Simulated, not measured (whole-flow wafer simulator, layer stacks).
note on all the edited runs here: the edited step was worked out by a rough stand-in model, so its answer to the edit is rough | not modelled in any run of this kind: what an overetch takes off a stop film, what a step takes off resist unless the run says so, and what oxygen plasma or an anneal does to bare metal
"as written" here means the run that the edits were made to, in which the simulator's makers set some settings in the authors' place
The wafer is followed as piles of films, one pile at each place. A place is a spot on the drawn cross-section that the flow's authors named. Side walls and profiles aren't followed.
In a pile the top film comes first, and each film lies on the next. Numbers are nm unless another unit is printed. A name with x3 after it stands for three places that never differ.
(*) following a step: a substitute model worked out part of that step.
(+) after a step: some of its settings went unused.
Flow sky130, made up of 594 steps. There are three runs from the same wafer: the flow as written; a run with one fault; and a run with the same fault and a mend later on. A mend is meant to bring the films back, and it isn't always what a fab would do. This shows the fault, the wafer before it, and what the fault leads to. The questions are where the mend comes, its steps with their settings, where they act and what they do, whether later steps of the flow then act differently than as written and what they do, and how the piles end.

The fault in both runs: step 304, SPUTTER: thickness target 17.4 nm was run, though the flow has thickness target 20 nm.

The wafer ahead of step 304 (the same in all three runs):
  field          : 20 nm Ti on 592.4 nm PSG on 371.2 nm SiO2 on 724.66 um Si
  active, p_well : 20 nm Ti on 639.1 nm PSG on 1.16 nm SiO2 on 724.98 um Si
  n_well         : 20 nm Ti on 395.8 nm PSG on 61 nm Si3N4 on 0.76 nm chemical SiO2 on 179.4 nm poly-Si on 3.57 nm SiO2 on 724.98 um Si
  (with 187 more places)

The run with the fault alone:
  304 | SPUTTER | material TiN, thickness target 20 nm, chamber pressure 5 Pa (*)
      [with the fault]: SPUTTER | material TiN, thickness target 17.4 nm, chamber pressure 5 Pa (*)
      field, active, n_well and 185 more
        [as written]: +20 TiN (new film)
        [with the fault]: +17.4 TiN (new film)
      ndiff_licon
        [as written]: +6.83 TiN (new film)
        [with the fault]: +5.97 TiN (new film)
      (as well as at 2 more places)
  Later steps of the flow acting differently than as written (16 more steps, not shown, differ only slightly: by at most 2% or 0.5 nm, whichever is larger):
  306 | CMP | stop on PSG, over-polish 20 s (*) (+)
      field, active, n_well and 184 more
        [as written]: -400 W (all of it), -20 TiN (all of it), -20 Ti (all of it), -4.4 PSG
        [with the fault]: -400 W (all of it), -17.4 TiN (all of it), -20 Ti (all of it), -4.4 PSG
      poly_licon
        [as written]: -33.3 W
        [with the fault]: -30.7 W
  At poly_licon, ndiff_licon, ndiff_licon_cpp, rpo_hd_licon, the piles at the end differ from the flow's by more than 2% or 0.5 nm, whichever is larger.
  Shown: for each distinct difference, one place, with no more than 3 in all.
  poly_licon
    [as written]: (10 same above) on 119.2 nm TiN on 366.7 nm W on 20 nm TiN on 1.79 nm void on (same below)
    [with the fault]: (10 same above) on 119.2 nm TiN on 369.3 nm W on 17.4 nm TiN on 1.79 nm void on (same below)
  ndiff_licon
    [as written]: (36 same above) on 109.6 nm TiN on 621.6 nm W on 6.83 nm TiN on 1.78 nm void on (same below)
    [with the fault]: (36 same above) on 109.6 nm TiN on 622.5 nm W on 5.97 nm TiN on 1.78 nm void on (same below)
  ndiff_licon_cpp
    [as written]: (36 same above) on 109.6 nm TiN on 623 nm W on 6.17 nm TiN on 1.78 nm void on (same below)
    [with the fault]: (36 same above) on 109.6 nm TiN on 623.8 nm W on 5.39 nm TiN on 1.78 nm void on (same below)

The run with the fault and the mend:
  The mend stands after step 304.
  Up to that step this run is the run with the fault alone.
  304a | SPUTTER | material TiN, thickness target 2.6 nm, chamber pressure 5 Pa (*) (a further turn of the flow's step 304, with different settings)
      field, active, n_well and 185 more
        +2.6 TiN
      ndiff_licon
        +0.86 TiN
      ndiff_licon_cpp
        +0.78 TiN
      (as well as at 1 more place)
  None of the later steps of the flow differs from how it acts as written, at any place that is followed, by more than 2% or 0.5 nm, whichever is larger.
  At the end the piles are close to the flow's at the places that both follow, differing by at most 2% or 0.5 nm, whichever is larger.
